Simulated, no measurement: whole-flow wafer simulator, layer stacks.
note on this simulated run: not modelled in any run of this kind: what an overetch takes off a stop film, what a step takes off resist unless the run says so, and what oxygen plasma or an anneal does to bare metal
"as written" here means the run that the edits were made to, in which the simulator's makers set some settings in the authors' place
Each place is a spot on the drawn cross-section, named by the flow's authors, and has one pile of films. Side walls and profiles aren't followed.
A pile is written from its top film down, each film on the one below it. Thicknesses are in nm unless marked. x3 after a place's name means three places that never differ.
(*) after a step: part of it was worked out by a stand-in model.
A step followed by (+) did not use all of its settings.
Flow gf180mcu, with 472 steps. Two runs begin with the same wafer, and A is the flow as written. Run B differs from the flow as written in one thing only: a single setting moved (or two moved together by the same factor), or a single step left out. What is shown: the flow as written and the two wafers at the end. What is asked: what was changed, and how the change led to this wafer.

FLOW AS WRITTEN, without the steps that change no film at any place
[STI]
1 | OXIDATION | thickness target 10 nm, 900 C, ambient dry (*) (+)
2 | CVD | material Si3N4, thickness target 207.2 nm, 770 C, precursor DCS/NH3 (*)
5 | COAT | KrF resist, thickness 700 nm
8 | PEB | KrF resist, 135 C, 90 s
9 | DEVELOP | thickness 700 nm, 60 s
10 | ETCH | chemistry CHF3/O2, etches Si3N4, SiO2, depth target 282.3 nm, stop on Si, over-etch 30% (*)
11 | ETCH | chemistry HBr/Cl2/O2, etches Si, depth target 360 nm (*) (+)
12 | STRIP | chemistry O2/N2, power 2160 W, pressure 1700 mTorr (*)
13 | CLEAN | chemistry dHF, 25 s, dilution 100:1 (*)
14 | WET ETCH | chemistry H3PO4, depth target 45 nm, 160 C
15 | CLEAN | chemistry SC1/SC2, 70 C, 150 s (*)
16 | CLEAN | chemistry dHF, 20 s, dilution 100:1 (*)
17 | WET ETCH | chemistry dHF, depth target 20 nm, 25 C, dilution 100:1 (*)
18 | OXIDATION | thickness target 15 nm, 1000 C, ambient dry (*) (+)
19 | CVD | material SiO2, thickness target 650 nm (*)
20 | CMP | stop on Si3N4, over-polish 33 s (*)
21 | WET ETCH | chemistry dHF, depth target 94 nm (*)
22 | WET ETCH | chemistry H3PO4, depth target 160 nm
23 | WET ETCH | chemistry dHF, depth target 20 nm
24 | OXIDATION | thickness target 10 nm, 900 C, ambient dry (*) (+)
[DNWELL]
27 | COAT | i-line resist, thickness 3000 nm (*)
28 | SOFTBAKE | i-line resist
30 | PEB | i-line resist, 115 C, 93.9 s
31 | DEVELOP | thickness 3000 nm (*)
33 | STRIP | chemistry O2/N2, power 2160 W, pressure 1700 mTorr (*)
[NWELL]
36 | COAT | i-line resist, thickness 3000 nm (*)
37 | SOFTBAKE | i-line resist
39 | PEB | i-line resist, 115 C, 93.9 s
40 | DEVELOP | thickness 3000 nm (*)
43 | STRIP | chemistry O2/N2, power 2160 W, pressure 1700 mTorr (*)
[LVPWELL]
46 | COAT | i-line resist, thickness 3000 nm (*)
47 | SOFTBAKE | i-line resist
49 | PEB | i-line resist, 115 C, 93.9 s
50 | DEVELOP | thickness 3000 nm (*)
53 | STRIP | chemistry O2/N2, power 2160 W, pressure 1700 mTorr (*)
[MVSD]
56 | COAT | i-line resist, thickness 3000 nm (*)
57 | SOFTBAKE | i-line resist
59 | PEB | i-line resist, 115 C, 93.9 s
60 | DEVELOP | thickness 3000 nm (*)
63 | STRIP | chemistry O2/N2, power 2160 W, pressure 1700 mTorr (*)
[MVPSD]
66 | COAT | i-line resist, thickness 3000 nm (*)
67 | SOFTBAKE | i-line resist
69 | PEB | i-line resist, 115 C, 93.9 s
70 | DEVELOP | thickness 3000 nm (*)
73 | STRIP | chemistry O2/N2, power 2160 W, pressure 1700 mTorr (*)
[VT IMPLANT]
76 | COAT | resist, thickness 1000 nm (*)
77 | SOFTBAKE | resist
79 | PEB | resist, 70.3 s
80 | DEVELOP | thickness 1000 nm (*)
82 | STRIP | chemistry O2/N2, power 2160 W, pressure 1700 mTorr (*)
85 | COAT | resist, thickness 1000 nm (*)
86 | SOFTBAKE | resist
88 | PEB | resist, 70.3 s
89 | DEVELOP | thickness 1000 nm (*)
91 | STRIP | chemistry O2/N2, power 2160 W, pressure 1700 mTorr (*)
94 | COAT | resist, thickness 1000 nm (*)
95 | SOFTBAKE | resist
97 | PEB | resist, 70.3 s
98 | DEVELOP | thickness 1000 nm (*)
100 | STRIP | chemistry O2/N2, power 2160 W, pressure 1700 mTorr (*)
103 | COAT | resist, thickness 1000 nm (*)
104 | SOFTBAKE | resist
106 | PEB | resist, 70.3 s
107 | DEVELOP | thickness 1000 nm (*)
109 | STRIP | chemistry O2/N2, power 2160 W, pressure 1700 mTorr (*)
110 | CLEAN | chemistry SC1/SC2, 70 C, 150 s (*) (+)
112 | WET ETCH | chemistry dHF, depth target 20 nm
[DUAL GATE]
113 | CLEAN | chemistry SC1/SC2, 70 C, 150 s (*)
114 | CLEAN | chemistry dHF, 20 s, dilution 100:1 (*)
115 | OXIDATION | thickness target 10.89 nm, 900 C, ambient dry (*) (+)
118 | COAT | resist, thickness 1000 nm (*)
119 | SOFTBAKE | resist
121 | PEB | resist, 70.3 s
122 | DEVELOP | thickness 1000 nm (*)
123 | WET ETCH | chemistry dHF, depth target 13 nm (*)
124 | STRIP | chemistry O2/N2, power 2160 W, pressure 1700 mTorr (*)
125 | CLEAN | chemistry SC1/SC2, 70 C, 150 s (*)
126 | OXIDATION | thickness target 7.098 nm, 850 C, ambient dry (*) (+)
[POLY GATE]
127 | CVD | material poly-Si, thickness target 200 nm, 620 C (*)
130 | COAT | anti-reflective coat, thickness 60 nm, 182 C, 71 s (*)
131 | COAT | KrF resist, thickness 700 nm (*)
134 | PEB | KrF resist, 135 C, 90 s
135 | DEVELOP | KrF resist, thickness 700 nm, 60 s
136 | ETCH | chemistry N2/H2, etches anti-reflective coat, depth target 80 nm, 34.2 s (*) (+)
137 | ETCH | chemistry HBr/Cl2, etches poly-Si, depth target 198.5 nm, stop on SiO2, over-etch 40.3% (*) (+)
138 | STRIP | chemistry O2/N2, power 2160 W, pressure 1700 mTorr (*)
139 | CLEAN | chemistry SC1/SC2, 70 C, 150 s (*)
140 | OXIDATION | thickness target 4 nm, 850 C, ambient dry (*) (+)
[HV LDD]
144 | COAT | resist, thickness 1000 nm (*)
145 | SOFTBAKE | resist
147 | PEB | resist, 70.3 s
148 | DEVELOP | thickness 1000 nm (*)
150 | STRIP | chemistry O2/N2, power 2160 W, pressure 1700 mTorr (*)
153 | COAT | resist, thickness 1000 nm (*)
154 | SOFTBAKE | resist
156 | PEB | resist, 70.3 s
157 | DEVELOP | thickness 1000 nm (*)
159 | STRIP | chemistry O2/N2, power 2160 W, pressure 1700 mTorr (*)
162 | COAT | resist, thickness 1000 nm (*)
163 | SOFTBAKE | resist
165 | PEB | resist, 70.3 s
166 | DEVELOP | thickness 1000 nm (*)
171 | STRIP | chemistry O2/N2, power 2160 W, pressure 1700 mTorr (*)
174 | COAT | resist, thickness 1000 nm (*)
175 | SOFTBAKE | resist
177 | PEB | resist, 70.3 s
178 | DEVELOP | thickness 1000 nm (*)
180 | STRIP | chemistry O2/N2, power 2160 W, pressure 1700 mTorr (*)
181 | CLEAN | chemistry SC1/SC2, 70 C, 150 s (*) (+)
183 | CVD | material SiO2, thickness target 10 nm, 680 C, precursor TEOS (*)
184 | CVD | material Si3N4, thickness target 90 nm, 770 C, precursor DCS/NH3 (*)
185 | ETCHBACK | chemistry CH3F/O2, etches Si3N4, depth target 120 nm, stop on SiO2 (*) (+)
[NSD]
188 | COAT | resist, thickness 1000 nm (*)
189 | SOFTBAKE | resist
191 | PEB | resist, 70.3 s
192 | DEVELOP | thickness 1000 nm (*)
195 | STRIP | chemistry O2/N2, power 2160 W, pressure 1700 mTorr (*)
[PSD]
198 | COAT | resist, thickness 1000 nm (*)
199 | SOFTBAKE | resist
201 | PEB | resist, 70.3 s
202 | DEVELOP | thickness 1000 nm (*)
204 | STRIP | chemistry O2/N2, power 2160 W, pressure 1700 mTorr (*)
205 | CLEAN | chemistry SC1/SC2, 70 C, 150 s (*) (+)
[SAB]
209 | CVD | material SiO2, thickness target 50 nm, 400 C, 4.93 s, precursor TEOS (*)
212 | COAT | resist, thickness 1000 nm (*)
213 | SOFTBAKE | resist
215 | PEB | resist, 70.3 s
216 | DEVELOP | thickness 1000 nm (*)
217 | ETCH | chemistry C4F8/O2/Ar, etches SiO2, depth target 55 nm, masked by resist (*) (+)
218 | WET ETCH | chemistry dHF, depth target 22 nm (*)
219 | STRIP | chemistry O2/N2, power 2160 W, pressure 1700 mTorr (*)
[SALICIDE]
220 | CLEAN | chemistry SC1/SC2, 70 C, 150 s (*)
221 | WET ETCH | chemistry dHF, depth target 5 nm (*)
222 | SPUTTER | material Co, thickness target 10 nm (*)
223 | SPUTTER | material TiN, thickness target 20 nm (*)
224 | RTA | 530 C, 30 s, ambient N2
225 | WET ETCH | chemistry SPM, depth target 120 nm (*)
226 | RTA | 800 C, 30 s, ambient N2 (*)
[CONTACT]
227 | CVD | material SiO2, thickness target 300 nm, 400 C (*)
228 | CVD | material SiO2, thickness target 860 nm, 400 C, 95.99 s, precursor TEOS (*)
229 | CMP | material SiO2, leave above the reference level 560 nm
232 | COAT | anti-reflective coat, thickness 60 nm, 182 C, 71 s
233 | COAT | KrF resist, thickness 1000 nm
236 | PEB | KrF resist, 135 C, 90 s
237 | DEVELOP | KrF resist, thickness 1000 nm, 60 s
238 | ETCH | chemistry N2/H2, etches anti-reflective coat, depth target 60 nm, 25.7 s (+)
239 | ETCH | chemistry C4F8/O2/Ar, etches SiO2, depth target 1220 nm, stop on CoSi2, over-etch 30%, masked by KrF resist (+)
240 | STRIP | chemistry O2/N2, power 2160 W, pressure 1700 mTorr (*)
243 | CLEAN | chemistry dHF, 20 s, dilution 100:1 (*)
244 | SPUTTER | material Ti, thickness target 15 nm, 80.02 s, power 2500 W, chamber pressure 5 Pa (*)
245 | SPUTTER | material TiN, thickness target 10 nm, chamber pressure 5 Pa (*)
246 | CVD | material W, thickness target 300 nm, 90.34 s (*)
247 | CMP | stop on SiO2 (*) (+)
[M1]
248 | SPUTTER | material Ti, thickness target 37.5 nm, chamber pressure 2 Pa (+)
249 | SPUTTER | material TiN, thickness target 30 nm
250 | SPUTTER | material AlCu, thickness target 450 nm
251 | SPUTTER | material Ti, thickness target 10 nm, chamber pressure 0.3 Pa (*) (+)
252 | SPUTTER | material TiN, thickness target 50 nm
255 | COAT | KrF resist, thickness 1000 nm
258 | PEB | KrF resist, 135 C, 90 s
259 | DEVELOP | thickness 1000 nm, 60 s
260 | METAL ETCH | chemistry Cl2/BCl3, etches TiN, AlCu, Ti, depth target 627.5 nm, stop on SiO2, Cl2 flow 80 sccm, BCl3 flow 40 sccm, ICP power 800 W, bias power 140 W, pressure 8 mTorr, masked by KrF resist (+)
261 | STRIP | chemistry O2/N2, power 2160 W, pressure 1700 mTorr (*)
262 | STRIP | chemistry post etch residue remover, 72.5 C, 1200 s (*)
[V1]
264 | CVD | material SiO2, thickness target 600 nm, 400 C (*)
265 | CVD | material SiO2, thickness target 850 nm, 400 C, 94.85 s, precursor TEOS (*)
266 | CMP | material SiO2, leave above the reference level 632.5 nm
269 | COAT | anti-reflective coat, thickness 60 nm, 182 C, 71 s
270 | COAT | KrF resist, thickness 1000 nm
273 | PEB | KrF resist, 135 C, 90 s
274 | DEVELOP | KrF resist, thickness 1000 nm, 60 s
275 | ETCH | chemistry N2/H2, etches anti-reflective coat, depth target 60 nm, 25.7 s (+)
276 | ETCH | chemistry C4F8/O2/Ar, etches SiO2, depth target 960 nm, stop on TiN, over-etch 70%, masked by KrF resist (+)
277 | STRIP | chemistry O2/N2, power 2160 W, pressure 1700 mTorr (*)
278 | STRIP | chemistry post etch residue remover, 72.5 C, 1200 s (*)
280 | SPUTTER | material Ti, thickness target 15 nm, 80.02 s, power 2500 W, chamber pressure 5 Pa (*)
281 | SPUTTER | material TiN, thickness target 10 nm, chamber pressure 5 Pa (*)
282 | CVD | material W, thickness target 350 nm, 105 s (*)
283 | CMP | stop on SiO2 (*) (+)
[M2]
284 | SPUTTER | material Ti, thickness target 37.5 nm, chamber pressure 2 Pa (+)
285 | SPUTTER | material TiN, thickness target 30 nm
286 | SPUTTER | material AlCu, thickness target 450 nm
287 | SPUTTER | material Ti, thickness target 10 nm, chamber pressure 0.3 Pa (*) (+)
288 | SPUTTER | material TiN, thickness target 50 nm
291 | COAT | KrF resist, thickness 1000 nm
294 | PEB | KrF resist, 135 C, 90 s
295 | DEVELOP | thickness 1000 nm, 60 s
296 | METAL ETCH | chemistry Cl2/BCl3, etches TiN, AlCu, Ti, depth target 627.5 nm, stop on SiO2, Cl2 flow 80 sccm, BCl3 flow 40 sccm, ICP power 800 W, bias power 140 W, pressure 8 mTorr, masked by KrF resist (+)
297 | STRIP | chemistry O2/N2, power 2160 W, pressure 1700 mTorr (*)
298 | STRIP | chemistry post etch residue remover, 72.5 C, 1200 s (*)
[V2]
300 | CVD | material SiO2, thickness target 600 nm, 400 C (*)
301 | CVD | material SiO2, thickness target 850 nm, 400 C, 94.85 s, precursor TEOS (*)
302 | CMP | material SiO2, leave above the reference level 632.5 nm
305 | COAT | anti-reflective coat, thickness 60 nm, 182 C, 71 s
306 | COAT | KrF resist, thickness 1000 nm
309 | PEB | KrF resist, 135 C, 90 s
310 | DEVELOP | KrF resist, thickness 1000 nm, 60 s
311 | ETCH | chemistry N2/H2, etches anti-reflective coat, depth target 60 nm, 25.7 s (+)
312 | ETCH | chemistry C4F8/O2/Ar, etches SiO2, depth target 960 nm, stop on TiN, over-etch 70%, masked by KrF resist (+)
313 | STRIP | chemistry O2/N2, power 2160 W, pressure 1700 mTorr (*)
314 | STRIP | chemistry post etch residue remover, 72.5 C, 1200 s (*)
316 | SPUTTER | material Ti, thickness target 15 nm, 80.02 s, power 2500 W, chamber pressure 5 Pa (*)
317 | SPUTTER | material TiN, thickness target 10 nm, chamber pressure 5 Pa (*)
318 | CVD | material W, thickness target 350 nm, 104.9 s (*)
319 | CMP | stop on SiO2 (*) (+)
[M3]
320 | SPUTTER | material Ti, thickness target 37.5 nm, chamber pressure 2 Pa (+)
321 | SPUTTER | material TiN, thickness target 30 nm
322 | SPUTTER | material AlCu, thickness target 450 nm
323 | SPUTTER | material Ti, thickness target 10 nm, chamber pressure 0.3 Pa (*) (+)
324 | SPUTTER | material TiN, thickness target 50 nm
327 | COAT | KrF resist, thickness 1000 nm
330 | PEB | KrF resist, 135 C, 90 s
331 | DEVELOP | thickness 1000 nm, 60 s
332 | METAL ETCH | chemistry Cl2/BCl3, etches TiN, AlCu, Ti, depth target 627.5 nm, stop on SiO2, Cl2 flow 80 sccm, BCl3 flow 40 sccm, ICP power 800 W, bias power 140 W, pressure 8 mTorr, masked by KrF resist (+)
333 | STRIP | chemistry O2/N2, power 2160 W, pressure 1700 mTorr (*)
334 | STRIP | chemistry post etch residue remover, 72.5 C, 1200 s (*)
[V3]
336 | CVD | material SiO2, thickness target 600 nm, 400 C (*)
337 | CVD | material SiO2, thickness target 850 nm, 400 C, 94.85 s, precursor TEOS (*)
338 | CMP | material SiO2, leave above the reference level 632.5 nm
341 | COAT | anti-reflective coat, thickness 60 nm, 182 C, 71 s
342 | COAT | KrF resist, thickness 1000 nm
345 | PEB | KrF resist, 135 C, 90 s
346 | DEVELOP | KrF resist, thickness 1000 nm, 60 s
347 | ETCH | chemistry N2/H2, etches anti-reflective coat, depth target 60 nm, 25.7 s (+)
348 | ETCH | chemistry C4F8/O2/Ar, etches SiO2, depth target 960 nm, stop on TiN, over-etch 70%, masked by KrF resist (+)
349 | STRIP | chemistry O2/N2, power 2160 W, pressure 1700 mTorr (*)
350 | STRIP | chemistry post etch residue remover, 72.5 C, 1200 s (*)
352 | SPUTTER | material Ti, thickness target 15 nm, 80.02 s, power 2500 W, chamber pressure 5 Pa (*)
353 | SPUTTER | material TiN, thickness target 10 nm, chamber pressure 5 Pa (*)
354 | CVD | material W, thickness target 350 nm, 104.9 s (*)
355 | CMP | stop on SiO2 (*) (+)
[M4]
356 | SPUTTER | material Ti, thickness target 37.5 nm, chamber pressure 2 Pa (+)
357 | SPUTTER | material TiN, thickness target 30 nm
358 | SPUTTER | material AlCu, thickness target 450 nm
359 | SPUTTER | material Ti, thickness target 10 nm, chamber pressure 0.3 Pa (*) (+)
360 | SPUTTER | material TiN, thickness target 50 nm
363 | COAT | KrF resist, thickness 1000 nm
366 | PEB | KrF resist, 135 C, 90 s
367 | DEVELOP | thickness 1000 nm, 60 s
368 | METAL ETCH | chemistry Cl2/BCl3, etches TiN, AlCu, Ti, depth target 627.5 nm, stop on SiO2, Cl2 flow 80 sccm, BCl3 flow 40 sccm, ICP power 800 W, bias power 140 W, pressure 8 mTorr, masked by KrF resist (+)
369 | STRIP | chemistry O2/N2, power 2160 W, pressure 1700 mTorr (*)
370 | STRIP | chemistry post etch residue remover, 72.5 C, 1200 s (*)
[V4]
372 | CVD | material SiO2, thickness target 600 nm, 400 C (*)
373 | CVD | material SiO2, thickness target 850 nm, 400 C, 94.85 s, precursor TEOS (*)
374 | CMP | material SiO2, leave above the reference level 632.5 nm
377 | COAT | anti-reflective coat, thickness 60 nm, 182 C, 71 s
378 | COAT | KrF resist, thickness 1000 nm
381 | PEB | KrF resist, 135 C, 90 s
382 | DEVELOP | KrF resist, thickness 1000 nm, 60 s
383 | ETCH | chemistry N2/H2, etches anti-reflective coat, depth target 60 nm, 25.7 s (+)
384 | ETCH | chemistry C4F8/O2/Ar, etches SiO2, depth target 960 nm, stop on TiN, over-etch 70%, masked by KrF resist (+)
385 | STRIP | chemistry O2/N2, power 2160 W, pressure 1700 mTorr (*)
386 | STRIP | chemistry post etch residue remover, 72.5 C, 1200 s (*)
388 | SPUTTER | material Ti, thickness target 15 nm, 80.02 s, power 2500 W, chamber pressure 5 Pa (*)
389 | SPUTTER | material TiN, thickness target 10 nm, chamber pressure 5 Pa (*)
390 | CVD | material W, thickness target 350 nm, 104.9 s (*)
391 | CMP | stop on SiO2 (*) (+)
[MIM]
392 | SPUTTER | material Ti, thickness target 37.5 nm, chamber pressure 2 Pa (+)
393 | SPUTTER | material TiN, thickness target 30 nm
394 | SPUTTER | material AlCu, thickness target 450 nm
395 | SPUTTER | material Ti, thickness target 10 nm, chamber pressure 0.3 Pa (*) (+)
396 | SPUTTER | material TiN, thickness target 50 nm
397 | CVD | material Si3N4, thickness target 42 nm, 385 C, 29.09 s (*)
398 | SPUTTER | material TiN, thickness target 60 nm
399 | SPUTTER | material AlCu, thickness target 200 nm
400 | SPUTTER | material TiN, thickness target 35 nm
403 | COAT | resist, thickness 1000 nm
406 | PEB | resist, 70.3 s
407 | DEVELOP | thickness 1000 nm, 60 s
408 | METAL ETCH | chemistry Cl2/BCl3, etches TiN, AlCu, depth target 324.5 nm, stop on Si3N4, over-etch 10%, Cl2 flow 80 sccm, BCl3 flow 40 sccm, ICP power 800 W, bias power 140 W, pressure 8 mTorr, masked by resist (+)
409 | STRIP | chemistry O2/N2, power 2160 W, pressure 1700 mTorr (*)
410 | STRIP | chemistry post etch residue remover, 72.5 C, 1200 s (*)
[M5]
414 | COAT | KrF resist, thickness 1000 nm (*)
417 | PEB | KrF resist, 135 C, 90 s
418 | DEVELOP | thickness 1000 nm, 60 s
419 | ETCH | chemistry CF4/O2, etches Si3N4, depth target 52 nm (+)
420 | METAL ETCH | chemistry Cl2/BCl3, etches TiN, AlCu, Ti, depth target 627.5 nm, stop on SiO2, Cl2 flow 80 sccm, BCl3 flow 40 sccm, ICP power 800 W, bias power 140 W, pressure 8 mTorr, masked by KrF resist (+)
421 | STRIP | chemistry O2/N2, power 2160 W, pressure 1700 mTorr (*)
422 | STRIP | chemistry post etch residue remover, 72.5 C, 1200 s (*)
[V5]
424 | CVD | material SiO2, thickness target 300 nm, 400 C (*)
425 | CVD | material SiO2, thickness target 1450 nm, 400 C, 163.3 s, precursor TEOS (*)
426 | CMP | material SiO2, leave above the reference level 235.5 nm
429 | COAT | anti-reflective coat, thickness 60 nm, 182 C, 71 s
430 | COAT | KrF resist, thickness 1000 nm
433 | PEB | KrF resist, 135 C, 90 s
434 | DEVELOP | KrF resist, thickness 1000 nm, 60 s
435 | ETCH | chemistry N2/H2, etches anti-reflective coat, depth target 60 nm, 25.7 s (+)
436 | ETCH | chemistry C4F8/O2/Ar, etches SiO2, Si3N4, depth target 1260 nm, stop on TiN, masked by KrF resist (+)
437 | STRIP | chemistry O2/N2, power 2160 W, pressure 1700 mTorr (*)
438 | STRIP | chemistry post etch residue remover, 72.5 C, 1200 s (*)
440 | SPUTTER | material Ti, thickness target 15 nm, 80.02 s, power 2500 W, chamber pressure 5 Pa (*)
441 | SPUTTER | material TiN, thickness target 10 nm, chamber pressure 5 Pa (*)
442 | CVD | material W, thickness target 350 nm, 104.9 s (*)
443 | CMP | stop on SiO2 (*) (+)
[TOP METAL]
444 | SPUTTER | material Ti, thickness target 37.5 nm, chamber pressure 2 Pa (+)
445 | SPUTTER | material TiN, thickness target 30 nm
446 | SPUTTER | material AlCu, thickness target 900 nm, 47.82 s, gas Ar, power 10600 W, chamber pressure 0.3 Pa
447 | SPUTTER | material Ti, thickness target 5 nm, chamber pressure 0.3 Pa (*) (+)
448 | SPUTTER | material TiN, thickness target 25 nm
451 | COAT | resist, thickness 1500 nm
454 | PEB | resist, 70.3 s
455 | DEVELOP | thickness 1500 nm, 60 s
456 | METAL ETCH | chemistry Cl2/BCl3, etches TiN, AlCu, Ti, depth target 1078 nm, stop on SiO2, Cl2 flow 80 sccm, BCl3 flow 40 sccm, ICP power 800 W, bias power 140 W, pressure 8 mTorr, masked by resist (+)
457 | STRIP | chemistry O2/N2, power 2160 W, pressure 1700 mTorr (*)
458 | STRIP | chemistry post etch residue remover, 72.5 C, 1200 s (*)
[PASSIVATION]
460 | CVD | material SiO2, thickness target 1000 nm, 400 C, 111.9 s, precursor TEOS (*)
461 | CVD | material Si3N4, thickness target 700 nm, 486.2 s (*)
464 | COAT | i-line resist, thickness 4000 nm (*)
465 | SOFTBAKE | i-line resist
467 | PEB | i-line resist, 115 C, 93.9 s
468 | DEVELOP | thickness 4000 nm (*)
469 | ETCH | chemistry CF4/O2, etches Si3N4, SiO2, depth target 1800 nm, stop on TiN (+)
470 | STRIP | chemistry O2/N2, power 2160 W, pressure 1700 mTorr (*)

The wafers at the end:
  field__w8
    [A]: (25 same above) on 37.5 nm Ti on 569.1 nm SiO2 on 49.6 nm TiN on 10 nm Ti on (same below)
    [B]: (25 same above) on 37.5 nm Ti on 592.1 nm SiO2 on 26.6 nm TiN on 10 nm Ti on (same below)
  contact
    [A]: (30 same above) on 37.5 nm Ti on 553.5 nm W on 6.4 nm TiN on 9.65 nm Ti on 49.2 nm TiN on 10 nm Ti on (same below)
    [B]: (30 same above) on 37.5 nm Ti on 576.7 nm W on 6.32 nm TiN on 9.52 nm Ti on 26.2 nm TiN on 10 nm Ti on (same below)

The reason: step 288, SPUTTER: thickness target 27 nm was run, while the flow as written has thickness target 50 nm.

How this came from the change, step by step:
  288 | SPUTTER | material TiN, thickness target 50 nm
      field, field__w1, field__w2 and 108 more: A TiN gains 50 (new film) | B TiN gains 27 (new film)
  296 | METAL ETCH | chemistry Cl2/BCl3, etches TiN, AlCu, Ti, depth target 627.5 nm, stop on SiO2, Cl2 flow 80 sccm, BCl3 flow 40 sccm, ICP power 800 W, bias power 140 W, pressure 8 mTorr, masked by KrF resist (+)
      field, field__w1, field__w2 and 103 more: A TiN loses 50 (all of it), Ti loses 10 (all of it), AlCu loses 450 (all of it), TiN loses 30 (all of it), Ti loses 37.5 (all of it) | B TiN loses 27 (all of it), Ti loses 10 (all of it), AlCu loses 450 (all of it), TiN loses 30 (all of it), Ti loses 37.5 (all of it)
  302 | CMP | material SiO2, leave above the reference level 632.5 nm
      field__w8, contact, m1, m1__w1, m1_nw: A SiO2 loses 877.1 | B SiO2 loses 854.1
  312 | ETCH | chemistry C4F8/O2/Ar, etches SiO2, depth target 960 nm, stop on TiN, over-etch 70%, masked by KrF resist (+)
      contact: A SiO2 loses 572.5 (all of it) | B SiO2 loses 595.5 (all of it)
  318 | CVD | material W, thickness target 350 nm, 104.9 s (*)
      contact: A W gains 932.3 (new film) | B W gains 955.5 (new film)
